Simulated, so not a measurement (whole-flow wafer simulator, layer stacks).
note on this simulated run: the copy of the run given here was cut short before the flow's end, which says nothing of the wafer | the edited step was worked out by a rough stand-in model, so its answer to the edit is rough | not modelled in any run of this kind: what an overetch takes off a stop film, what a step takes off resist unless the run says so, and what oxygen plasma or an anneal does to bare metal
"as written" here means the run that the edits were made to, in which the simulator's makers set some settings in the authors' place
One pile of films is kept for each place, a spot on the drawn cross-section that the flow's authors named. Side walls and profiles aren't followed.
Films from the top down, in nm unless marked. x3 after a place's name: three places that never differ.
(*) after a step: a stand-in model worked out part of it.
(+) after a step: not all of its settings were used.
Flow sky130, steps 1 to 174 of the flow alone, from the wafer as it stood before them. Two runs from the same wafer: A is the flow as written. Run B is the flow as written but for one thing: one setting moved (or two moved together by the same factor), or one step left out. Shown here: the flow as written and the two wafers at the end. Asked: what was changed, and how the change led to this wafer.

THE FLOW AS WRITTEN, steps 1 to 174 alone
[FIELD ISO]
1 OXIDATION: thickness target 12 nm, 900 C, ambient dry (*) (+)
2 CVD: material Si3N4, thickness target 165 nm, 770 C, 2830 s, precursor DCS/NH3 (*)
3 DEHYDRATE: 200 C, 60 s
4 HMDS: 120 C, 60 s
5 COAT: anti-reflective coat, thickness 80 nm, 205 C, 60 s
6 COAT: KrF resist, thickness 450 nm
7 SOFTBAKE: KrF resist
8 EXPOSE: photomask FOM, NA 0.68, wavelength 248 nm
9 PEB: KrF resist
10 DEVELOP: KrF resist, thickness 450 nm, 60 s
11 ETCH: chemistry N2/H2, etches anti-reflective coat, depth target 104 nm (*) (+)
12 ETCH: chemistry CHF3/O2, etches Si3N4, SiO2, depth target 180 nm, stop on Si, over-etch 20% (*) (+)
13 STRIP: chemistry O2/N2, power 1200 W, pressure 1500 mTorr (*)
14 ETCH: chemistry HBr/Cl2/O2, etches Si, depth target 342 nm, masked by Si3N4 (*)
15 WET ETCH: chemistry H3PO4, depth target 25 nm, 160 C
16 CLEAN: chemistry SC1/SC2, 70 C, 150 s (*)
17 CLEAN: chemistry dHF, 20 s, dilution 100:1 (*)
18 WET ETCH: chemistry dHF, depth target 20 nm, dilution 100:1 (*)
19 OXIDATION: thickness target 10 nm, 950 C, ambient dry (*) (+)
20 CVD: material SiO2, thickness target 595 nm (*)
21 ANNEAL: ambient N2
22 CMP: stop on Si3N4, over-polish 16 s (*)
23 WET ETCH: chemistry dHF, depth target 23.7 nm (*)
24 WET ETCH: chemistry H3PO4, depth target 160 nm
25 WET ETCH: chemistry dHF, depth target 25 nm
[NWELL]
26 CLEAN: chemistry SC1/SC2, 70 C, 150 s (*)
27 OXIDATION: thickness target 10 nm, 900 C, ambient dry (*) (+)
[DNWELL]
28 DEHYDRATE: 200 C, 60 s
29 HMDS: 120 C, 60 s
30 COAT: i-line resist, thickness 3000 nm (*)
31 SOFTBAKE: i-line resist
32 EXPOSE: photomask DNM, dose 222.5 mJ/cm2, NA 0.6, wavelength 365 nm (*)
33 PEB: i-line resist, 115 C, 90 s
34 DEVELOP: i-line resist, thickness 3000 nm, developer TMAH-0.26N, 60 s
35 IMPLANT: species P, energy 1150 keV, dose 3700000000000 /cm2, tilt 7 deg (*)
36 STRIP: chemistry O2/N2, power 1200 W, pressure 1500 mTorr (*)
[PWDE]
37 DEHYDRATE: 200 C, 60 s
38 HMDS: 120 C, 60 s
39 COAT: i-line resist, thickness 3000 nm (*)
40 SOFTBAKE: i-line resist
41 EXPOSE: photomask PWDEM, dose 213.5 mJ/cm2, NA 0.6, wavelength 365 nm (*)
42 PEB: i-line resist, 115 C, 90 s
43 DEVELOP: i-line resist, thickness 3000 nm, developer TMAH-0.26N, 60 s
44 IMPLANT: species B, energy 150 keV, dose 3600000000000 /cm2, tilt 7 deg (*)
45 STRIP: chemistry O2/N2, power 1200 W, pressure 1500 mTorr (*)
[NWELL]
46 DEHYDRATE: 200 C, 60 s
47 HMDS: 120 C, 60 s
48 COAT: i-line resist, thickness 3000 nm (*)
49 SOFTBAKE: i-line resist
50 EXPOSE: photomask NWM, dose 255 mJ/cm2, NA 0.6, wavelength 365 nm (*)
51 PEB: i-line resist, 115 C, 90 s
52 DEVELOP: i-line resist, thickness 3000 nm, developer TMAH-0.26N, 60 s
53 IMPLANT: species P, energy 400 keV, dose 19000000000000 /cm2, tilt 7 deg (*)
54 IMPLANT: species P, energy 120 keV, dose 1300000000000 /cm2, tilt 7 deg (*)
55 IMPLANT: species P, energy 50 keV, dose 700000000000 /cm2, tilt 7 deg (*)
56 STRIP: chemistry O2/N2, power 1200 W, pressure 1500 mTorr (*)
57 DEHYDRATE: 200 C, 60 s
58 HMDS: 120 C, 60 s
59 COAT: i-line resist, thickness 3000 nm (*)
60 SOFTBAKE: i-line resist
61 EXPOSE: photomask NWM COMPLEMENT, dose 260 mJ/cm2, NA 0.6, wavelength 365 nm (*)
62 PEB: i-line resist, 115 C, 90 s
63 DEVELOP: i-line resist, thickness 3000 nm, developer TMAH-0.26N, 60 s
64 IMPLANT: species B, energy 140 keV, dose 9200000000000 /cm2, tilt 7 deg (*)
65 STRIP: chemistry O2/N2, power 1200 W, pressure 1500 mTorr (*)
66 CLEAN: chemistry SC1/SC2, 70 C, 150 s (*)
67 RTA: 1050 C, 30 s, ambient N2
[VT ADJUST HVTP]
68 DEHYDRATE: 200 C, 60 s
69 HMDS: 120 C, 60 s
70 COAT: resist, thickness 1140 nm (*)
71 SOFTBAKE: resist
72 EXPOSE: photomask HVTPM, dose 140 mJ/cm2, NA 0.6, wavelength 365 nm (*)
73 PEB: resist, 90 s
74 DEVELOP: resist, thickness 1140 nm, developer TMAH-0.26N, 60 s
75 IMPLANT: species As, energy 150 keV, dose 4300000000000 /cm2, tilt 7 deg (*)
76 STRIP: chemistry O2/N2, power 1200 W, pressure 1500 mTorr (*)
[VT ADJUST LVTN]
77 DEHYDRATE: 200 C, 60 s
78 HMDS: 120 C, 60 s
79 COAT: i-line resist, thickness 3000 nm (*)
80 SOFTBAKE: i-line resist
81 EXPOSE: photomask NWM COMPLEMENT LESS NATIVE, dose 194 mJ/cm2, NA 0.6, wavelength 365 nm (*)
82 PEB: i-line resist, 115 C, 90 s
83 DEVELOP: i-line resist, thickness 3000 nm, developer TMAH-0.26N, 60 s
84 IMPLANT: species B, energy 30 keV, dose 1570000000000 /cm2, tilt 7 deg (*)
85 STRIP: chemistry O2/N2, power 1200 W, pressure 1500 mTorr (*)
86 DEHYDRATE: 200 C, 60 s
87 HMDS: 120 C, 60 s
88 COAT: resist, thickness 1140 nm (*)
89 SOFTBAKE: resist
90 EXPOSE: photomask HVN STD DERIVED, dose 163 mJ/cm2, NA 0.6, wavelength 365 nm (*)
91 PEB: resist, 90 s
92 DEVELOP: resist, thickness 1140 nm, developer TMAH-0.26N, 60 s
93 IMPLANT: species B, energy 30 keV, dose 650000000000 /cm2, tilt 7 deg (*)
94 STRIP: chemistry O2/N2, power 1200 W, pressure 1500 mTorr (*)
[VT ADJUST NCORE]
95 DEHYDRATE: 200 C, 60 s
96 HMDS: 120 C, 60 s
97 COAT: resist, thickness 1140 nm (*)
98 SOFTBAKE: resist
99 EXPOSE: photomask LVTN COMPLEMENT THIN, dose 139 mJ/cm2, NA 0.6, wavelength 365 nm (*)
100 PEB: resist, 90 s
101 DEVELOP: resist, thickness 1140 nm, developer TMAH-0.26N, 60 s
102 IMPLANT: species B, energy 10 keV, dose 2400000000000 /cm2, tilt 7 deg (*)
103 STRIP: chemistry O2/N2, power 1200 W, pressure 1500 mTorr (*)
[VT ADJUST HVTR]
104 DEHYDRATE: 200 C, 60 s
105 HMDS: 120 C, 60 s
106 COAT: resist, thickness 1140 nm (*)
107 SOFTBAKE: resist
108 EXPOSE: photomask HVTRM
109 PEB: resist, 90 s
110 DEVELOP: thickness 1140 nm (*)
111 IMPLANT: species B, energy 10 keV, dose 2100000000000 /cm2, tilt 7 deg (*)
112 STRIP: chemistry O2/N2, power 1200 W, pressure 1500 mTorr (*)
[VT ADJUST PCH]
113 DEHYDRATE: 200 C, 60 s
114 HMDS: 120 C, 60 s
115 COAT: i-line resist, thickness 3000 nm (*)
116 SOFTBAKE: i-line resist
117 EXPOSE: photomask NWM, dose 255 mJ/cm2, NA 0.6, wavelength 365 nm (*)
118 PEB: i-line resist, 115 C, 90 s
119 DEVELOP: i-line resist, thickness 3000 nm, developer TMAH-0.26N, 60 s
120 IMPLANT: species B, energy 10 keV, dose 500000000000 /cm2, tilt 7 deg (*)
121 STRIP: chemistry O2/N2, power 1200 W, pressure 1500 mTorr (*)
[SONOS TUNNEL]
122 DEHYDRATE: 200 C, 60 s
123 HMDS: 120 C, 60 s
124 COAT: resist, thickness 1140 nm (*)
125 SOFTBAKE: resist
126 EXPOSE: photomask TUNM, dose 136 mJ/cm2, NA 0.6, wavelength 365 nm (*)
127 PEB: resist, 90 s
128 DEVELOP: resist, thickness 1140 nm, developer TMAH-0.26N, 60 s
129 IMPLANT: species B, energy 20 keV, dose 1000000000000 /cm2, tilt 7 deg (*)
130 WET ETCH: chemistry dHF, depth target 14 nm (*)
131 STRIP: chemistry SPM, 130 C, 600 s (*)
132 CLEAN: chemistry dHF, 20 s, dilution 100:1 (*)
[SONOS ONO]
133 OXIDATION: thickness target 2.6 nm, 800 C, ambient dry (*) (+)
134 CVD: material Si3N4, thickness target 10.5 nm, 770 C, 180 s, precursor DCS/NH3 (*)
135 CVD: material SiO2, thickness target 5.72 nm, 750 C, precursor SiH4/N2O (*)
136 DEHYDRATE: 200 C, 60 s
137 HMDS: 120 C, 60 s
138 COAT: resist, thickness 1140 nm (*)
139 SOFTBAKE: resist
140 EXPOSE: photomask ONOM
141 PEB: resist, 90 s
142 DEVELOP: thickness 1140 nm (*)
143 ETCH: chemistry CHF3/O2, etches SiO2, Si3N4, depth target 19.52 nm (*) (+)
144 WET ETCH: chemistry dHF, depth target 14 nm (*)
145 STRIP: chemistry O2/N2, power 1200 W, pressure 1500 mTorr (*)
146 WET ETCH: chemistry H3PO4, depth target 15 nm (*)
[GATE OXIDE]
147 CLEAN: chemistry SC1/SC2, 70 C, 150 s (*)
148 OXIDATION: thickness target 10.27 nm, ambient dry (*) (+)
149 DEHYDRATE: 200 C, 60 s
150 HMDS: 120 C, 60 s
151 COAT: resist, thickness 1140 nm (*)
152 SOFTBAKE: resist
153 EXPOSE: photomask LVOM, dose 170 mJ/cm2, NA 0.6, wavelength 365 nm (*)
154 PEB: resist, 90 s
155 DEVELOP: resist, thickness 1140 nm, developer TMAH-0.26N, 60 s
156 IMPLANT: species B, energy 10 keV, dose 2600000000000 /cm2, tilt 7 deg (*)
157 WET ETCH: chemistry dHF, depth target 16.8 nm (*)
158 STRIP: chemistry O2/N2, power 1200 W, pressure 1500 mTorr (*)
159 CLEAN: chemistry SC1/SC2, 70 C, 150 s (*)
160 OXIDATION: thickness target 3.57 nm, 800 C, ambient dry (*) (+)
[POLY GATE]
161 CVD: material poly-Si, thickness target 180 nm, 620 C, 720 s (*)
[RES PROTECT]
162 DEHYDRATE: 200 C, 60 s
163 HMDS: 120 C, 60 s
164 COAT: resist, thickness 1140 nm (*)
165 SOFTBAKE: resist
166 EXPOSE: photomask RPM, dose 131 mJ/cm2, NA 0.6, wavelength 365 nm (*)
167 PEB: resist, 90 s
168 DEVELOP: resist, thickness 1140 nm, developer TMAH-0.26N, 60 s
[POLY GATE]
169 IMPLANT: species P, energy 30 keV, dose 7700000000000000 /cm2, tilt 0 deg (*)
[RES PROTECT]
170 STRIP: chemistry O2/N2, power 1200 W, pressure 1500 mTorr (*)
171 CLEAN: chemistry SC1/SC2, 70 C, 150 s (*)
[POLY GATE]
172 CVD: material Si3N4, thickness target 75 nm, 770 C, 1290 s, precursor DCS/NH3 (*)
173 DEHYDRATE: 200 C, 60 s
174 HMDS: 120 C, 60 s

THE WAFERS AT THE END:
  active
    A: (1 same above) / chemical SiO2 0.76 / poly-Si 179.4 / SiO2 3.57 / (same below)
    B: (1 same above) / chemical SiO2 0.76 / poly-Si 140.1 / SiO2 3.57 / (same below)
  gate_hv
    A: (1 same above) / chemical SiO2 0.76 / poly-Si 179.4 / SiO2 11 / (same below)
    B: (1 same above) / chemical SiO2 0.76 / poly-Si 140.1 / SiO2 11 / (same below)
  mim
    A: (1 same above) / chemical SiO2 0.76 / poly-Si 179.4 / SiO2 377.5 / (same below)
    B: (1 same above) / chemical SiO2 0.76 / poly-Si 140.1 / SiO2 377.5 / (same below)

The cause: step 161, CVD: 608 C was run, where the flow has 620 C.

How the change led to this, step by step:
  161 CVD: material poly-Si, thickness target 180 nm, 620 C, 720 s (*)
      field, active, n_well and 186 more: A poly-Si +180 (new film) | B poly-Si +140.7 (new film)
      ndiff_dn: A poly-Si +215.7 (new film) | B poly-Si +171.9 (new film)
